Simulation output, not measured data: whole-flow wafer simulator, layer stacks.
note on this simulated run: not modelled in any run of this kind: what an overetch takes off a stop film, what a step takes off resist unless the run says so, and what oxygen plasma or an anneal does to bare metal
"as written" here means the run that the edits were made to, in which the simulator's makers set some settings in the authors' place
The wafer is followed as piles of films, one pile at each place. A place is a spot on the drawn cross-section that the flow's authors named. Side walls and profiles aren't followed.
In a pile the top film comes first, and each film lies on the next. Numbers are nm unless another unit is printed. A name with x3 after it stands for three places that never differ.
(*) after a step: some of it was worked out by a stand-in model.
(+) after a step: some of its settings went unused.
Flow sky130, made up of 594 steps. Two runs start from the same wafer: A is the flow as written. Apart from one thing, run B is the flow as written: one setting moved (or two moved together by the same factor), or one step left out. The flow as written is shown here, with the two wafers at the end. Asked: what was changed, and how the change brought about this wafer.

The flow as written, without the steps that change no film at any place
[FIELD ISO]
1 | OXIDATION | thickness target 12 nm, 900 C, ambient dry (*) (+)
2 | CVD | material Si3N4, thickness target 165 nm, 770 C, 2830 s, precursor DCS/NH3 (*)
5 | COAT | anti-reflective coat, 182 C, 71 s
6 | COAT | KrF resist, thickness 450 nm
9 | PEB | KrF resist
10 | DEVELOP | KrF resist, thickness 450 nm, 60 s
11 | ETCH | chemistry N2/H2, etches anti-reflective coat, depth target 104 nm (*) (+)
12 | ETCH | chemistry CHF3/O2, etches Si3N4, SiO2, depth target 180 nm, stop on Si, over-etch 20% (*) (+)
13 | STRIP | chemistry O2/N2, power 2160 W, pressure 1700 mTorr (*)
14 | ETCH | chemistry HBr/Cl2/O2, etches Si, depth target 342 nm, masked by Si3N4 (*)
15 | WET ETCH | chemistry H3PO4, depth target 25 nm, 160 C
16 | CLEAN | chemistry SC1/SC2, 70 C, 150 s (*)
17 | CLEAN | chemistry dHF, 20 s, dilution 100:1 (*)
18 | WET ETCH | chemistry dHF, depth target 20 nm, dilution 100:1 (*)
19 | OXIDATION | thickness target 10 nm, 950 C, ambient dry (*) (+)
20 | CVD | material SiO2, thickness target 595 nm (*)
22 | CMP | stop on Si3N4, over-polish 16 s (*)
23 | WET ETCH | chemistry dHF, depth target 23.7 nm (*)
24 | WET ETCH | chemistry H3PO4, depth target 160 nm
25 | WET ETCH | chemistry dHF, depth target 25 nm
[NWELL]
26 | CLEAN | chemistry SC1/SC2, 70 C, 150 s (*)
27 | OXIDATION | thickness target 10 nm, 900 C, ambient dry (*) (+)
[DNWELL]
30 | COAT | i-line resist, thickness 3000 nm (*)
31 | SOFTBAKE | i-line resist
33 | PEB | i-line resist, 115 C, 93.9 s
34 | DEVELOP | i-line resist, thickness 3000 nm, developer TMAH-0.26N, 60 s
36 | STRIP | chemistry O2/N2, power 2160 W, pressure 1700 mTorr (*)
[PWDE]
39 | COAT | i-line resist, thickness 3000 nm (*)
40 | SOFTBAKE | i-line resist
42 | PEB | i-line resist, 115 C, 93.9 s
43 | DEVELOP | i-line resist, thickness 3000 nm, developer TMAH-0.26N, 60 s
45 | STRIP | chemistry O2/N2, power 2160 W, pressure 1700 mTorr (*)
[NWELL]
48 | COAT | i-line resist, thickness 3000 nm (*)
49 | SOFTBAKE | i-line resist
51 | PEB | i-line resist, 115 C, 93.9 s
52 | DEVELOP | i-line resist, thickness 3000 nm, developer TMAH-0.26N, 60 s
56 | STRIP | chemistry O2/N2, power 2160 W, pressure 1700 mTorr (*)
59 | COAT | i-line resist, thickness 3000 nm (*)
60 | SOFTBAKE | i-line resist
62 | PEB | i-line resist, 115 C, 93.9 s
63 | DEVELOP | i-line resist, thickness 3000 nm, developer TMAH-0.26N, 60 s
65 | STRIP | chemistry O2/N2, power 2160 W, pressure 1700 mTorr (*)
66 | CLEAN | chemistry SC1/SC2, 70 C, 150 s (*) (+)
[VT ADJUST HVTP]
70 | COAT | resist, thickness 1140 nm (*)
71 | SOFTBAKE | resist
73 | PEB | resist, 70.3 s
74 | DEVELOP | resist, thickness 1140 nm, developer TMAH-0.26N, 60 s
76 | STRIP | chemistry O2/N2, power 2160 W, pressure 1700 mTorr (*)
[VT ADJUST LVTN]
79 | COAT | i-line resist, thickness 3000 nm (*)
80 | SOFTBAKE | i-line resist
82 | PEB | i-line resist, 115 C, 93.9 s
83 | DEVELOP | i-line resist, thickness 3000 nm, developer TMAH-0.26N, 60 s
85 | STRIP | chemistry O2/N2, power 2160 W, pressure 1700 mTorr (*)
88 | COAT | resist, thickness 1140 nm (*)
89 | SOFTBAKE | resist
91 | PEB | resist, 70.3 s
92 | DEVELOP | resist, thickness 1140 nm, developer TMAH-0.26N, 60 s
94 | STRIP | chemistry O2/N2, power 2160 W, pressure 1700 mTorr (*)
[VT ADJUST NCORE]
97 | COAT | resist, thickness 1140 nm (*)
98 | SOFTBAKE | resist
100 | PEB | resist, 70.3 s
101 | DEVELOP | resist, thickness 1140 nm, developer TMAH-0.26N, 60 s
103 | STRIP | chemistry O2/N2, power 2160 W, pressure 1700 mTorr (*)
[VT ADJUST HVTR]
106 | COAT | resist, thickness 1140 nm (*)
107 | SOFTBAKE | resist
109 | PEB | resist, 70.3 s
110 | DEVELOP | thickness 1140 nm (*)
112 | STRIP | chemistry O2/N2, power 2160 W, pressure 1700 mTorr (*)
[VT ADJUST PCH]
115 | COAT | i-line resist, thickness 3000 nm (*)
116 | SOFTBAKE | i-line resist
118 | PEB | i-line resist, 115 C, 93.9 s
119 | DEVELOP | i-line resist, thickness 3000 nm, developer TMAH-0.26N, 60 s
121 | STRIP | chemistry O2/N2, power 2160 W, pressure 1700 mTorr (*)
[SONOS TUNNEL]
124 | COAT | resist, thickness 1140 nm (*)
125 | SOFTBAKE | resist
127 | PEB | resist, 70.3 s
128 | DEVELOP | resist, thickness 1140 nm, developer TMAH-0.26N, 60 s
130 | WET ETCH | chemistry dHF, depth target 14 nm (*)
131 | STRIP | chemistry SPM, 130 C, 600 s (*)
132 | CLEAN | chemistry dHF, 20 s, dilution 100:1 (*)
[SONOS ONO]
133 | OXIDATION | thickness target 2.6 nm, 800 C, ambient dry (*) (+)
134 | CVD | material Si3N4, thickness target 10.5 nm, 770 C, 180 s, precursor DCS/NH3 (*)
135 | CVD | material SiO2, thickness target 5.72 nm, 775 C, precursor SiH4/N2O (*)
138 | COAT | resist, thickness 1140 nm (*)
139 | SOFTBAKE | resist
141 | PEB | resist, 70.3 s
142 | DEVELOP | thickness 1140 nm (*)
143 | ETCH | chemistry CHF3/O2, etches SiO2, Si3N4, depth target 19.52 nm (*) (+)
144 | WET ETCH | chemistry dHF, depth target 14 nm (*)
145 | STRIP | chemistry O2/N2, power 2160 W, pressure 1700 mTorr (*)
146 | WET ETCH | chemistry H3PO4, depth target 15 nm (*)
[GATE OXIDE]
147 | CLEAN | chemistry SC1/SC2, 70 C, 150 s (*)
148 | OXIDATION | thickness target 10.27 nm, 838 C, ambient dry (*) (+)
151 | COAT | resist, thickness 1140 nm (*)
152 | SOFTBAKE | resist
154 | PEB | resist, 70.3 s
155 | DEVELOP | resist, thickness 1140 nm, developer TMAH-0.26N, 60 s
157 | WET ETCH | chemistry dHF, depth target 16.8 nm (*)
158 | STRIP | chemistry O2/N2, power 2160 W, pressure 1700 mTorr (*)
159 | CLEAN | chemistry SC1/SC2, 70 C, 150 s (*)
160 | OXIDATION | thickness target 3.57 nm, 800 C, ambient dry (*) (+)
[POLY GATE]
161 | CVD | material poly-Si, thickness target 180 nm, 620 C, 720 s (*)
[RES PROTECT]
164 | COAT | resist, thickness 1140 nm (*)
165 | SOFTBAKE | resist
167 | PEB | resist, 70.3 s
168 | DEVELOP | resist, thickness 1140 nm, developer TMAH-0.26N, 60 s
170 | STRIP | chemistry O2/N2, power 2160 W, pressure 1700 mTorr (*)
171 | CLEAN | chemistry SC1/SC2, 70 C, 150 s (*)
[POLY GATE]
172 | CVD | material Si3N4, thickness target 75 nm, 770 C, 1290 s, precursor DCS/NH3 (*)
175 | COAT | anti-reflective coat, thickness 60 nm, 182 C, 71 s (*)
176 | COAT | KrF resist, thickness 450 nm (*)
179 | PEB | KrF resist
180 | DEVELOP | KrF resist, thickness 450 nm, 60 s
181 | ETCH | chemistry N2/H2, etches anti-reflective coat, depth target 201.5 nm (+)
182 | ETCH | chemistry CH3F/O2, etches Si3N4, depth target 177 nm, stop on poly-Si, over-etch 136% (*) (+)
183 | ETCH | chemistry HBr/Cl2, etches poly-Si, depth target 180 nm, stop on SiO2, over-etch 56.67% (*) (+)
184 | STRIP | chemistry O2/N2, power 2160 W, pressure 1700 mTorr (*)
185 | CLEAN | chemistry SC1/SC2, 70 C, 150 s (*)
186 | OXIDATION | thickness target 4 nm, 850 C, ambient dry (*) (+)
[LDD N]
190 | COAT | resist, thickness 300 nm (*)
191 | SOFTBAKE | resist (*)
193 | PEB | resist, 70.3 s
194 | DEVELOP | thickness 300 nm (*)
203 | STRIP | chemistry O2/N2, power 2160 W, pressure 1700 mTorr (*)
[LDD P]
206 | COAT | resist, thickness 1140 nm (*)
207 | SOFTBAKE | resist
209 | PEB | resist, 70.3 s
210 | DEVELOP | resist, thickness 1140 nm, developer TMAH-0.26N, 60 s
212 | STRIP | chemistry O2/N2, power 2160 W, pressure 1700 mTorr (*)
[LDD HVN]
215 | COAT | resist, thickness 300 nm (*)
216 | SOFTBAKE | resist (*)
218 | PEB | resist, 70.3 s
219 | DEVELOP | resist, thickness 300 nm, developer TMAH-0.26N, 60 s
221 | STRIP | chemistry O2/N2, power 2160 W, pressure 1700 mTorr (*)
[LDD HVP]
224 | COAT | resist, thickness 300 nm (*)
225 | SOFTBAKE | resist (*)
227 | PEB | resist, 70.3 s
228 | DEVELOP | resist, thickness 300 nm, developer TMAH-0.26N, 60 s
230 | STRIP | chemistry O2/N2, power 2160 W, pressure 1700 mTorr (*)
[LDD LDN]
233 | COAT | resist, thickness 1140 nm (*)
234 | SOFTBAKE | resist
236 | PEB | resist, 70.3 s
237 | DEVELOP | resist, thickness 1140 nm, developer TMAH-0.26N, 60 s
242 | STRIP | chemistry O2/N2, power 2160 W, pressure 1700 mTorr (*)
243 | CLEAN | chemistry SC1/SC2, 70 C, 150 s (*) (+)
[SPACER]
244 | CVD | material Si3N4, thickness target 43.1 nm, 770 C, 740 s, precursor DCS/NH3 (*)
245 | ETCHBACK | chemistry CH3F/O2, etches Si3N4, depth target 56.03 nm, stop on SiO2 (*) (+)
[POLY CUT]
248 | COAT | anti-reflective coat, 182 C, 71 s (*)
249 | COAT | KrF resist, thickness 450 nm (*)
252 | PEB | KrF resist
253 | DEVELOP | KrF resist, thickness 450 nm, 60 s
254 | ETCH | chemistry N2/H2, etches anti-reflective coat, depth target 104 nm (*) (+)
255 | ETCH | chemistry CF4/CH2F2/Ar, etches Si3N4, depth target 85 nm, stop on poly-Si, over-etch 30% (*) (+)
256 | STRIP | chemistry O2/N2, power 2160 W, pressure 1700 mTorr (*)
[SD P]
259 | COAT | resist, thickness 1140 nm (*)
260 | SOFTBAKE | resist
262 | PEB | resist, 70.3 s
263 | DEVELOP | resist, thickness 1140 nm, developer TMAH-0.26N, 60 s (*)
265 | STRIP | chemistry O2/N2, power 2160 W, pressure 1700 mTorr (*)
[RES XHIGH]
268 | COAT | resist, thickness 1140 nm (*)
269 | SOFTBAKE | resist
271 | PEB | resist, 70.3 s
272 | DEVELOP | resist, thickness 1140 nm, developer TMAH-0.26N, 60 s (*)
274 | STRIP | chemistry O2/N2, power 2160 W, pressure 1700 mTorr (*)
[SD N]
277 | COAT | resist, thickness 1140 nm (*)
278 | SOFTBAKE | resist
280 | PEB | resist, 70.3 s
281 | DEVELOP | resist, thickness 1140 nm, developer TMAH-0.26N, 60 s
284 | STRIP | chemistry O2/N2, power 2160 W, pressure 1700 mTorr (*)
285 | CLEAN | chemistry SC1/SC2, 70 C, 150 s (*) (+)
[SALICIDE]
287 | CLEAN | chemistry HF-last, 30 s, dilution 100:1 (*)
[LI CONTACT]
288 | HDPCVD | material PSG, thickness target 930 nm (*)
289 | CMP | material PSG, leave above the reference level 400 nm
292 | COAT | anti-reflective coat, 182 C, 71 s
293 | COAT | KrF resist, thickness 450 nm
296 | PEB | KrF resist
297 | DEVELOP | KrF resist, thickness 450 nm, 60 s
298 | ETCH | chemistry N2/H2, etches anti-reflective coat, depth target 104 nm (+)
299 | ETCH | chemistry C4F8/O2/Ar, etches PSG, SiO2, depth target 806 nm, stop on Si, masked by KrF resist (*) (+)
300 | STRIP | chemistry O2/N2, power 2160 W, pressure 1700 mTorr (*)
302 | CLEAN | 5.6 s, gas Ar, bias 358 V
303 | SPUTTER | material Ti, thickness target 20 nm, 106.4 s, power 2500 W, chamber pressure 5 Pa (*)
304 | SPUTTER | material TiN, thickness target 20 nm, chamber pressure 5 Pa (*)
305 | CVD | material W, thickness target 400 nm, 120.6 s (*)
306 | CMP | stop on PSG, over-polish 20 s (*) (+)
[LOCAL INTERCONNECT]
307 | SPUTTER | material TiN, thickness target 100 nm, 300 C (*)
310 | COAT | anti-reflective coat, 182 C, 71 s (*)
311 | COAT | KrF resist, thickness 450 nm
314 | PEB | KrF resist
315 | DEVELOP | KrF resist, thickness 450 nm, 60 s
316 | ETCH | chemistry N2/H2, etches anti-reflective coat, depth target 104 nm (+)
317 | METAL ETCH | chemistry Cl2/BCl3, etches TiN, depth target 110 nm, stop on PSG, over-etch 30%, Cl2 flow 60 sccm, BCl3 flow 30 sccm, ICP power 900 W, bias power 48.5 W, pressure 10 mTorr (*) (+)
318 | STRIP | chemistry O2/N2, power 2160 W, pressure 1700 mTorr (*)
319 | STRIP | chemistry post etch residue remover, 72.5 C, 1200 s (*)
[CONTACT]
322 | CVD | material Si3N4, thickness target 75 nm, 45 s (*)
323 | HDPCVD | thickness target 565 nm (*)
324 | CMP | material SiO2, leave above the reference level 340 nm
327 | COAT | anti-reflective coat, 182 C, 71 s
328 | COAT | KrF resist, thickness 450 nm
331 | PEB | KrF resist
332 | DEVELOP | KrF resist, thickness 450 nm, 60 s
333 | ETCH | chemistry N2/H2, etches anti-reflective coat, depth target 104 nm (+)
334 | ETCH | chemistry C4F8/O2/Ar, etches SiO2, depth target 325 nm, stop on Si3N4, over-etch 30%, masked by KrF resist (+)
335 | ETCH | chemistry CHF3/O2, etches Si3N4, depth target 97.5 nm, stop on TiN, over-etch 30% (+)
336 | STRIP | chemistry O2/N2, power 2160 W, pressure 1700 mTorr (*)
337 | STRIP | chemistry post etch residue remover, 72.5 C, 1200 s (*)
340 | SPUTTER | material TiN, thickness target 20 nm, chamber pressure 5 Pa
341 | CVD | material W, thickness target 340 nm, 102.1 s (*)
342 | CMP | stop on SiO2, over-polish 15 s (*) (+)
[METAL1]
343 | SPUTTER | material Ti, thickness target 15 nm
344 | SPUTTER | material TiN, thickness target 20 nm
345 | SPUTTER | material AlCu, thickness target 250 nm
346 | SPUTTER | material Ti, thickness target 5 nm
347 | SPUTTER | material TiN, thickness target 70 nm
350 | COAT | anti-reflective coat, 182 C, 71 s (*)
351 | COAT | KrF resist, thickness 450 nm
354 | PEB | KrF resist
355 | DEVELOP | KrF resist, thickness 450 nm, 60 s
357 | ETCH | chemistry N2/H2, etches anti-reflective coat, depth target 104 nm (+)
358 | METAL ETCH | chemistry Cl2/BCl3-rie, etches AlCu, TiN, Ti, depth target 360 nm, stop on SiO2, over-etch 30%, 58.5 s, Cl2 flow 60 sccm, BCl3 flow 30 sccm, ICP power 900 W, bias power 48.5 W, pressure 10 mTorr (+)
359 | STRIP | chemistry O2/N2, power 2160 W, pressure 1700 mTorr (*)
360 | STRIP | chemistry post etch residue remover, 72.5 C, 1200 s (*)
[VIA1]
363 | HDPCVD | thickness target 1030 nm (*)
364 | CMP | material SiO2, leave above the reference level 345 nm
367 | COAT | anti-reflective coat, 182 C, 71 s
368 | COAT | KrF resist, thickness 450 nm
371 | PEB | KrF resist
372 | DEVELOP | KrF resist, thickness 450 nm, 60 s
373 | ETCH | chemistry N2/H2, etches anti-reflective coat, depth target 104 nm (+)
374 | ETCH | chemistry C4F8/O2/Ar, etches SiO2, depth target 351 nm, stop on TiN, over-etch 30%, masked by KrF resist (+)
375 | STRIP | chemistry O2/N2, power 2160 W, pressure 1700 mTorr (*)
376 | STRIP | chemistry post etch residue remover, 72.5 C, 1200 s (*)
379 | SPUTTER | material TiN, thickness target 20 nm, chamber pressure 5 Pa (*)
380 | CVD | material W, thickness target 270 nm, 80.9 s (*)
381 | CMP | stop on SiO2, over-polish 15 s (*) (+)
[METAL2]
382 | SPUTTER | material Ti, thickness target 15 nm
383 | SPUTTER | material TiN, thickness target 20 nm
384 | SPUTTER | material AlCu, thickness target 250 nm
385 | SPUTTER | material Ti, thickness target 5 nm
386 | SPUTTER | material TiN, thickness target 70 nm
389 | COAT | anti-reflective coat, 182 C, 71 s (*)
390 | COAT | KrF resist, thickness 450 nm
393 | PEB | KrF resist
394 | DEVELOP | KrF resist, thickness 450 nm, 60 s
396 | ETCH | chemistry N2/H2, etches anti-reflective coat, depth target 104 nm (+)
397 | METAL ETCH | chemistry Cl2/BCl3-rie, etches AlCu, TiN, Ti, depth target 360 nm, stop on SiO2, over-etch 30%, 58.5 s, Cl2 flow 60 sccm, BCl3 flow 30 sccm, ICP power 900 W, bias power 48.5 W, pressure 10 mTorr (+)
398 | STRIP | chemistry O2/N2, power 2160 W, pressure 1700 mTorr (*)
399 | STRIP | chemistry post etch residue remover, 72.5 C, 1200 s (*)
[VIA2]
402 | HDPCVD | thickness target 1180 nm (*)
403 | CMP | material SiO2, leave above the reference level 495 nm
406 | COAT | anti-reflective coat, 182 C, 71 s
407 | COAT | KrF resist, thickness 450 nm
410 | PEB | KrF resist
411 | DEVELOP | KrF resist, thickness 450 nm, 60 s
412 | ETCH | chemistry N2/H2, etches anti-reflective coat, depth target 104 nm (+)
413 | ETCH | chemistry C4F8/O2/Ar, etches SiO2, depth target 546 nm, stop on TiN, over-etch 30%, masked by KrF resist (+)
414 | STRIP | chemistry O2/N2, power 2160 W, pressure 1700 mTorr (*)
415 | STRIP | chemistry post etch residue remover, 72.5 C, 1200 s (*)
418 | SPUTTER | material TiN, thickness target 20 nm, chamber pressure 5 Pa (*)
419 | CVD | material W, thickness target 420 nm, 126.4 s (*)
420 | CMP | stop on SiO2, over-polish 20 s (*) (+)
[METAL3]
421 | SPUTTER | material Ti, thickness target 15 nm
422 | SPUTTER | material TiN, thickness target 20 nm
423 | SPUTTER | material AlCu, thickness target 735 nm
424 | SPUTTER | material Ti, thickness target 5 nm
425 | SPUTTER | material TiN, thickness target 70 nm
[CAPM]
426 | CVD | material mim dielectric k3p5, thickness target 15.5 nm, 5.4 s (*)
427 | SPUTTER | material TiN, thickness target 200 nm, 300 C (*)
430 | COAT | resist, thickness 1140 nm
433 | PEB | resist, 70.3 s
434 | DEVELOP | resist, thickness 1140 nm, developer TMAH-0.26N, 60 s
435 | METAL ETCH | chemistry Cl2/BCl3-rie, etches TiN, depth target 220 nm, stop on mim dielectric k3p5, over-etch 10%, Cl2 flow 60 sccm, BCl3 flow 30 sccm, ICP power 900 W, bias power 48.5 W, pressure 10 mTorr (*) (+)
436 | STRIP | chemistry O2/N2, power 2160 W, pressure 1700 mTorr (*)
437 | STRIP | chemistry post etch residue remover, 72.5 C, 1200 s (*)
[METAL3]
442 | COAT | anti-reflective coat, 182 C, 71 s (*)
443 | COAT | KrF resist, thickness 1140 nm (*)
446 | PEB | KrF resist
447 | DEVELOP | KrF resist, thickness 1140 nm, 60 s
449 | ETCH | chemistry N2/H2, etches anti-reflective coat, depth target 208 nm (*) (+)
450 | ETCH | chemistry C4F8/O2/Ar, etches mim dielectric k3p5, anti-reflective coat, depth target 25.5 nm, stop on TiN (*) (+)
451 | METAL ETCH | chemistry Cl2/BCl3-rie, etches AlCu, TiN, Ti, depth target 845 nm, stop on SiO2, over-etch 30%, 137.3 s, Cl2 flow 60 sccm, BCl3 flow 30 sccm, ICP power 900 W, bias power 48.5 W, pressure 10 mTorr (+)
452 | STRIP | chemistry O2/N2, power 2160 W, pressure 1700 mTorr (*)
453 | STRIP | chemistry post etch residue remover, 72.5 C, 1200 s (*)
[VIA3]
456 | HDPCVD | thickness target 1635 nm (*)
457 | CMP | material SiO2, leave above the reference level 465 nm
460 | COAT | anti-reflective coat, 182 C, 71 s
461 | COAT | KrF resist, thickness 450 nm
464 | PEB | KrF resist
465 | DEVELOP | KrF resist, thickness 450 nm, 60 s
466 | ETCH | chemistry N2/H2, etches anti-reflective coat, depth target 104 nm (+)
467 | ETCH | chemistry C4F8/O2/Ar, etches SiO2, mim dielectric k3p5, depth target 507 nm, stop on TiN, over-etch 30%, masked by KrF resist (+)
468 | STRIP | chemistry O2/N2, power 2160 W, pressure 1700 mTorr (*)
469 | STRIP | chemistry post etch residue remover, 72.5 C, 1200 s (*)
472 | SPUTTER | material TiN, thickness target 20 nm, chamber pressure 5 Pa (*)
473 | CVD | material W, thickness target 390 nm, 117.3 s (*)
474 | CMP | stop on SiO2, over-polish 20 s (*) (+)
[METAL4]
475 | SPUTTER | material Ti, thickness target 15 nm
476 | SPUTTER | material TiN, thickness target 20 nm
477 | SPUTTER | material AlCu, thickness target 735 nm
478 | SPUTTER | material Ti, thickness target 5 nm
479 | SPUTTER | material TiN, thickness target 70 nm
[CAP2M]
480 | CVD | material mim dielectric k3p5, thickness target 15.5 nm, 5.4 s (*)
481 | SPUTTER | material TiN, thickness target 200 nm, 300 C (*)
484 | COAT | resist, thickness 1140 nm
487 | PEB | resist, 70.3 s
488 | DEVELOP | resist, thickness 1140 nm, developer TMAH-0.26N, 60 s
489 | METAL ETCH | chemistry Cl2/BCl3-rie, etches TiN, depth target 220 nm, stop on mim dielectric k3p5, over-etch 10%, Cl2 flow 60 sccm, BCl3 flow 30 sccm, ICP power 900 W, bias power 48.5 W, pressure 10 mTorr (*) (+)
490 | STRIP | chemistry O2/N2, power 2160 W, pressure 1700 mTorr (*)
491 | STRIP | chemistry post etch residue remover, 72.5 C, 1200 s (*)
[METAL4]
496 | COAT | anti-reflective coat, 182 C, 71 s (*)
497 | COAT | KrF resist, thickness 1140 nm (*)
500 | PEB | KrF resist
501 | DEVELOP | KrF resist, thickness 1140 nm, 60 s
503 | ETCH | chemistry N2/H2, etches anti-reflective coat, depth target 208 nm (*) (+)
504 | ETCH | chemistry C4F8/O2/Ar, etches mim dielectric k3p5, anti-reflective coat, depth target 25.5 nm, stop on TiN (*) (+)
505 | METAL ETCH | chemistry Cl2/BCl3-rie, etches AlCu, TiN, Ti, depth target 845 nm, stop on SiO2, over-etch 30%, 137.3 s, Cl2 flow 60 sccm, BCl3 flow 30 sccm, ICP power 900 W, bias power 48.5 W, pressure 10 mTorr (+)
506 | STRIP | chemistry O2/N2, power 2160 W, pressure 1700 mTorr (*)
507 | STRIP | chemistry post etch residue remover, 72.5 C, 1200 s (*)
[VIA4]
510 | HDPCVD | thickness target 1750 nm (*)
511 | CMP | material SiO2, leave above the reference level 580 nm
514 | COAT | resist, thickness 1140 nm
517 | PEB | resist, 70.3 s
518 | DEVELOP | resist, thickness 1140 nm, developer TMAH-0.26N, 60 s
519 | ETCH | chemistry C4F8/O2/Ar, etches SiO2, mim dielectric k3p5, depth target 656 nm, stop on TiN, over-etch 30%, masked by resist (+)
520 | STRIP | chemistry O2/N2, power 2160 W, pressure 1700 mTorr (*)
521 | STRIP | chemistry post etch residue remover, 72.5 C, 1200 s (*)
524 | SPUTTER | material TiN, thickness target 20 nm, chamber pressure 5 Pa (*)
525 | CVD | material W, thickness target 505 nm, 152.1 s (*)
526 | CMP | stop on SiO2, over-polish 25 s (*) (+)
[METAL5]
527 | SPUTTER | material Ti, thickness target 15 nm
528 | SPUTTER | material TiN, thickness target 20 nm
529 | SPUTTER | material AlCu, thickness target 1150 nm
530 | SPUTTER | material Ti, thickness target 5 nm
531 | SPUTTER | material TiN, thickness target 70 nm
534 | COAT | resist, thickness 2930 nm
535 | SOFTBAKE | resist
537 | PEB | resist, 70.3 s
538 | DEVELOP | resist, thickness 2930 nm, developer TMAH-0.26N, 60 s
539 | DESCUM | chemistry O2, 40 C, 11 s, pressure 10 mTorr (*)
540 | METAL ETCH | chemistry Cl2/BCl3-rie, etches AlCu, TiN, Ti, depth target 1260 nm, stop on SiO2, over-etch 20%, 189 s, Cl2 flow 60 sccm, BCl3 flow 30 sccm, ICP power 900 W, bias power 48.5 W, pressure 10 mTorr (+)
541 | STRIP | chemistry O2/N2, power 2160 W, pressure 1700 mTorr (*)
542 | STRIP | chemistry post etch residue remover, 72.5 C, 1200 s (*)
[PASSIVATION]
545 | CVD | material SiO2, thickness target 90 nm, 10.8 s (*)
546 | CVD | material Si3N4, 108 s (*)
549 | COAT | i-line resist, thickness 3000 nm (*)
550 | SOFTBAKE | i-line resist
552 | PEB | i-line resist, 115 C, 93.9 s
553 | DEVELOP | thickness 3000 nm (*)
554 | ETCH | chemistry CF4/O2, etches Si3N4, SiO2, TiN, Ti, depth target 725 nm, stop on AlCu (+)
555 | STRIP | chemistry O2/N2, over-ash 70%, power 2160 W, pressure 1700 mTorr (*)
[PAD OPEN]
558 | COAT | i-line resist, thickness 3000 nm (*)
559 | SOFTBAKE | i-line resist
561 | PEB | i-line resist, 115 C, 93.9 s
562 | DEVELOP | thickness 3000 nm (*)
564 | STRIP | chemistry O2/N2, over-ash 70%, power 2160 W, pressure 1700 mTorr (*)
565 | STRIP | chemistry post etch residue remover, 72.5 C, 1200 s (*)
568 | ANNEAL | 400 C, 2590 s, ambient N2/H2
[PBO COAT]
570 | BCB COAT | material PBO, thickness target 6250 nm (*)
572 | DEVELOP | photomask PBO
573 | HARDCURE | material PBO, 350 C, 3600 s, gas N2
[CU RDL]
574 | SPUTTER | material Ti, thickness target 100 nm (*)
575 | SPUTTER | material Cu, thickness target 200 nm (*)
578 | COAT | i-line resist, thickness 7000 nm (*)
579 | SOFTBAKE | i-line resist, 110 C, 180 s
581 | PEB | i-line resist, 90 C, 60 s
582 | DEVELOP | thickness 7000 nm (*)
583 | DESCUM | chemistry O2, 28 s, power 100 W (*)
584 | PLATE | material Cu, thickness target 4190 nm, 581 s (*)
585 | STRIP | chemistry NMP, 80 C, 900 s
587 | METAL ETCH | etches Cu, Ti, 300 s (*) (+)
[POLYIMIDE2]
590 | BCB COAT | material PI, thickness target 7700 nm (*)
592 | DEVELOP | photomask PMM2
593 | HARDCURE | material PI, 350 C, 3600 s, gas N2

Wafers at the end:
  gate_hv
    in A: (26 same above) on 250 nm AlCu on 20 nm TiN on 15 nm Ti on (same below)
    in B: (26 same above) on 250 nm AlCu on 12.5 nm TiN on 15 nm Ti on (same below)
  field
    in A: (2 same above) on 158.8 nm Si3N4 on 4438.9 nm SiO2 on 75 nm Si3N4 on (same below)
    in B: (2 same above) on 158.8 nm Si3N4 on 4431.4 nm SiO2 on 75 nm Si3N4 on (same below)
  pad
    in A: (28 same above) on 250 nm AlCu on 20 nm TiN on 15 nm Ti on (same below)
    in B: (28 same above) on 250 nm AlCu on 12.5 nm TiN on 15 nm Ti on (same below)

The reason: step 344, SPUTTER: thickness target 12.5 nm was run, while the flow as written has thickness target 20 nm.
The wafer lets one read it off: gate_hv has TiN 12.5, and step 344 as written asks for 20 nm.

Step by step, how the change led to this:
  344 | SPUTTER | material TiN, thickness target 20 nm
      field, active, n_well and 188 more: A TiN gains 20 (new film) | B TiN gains 12.5 (new film)
  358 | METAL ETCH | chemistry Cl2/BCl3-rie, etches AlCu, TiN, Ti, depth target 360 nm, stop on SiO2, over-etch 30%, 58.5 s, Cl2 flow 60 sccm, BCl3 flow 30 sccm, ICP power 900 W, bias power 48.5 W, pressure 10 mTorr (+)
      field, active, gate and 81 more: A TiN loses 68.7 (all of it), Ti loses 5 (all of it), AlCu loses 250 (all of it), TiN loses 20 (all of it), Ti loses 15 (all of it), SiO2 loses 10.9 | B TiN loses 68.7 (all of it), Ti loses 5 (all of it), AlCu loses 250 (all of it), TiN loses 12.5 (all of it), Ti loses 15 (all of it), SiO2 loses 11.7
